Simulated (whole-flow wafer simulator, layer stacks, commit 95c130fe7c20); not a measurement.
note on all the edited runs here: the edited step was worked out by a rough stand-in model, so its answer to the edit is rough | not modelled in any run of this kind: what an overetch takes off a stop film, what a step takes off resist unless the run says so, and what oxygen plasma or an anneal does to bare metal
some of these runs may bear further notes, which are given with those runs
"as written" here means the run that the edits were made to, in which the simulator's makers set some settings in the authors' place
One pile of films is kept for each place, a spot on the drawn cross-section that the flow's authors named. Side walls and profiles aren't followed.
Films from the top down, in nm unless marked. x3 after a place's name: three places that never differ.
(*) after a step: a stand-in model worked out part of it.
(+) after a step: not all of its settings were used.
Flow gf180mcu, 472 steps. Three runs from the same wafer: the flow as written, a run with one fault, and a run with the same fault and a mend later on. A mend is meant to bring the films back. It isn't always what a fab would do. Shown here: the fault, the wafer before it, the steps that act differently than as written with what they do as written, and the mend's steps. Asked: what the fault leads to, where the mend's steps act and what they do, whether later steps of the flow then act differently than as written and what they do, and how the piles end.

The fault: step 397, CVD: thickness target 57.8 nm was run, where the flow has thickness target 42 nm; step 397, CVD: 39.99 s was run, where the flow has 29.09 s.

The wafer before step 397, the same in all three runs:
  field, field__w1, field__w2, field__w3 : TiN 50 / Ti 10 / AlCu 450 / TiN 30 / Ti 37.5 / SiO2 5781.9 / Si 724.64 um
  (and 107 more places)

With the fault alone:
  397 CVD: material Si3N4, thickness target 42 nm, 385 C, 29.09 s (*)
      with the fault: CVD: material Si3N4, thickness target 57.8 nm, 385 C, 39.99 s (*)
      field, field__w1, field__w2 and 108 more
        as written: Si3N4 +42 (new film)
        with the fault: Si3N4 +57.7 (new film)
  Later steps of the flow that act differently than as written (4 more steps differ only slightly, by at most 2% or 0.5 nm, whichever is larger, and aren't shown):
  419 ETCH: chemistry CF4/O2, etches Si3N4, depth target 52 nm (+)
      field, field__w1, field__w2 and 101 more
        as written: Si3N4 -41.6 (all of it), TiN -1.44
        with the fault: Si3N4 -52
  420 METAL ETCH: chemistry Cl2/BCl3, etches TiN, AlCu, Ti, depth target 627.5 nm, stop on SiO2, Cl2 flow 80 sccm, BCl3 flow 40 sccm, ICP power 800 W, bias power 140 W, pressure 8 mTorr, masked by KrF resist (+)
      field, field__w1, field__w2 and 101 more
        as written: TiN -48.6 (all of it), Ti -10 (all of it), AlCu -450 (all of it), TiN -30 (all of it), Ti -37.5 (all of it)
        with the fault: Si3N4 -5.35 (all of it), TiN -50 (all of it), Ti -10 (all of it), AlCu -450 (all of it), TiN -30 (all of it), Ti -37.5 (all of it)
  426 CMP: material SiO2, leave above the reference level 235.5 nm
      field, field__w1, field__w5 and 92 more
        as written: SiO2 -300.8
        with the fault: SiO2 -285.1
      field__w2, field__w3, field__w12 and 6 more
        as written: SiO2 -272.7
        with the fault: SiO2 -256.2
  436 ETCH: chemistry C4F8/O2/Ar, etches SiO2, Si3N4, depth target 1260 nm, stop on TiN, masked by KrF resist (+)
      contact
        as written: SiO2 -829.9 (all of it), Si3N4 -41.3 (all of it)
        with the fault: SiO2 -829.9 (all of it), Si3N4 -57 (all of it)
  At the end the piles differ from the flow's by more than 2% or 0.5 nm, whichever is larger, at field__w4, field__w8, m1, m1__w1, mim, mim_1p0, m1_nw.
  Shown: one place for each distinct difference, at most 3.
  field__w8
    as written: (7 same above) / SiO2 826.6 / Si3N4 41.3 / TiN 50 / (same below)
    with the fault: (7 same above) / SiO2 826.6 / Si3N4 57 / TiN 50 / (same below)
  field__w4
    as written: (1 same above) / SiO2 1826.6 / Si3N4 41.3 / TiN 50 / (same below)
    with the fault: (1 same above) / SiO2 1826.6 / Si3N4 57 / TiN 50 / (same below)
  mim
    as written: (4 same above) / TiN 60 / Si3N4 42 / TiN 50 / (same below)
    with the fault: (4 same above) / TiN 60 / Si3N4 57.7 / TiN 50 / (same below)

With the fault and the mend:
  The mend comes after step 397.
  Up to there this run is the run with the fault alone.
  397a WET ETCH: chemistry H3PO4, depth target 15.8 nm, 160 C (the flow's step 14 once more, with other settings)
      field, field__w1, field__w2 and 108 more
        Si3N4 -15.8
  No later step of the flow acts differently than as written, at any place that is followed, by more than 2% or 0.5 nm, whichever is larger.
  At the end the piles differ from the flow's only slightly at the places that both follow, by at most 2% or 0.5 nm, whichever is larger.
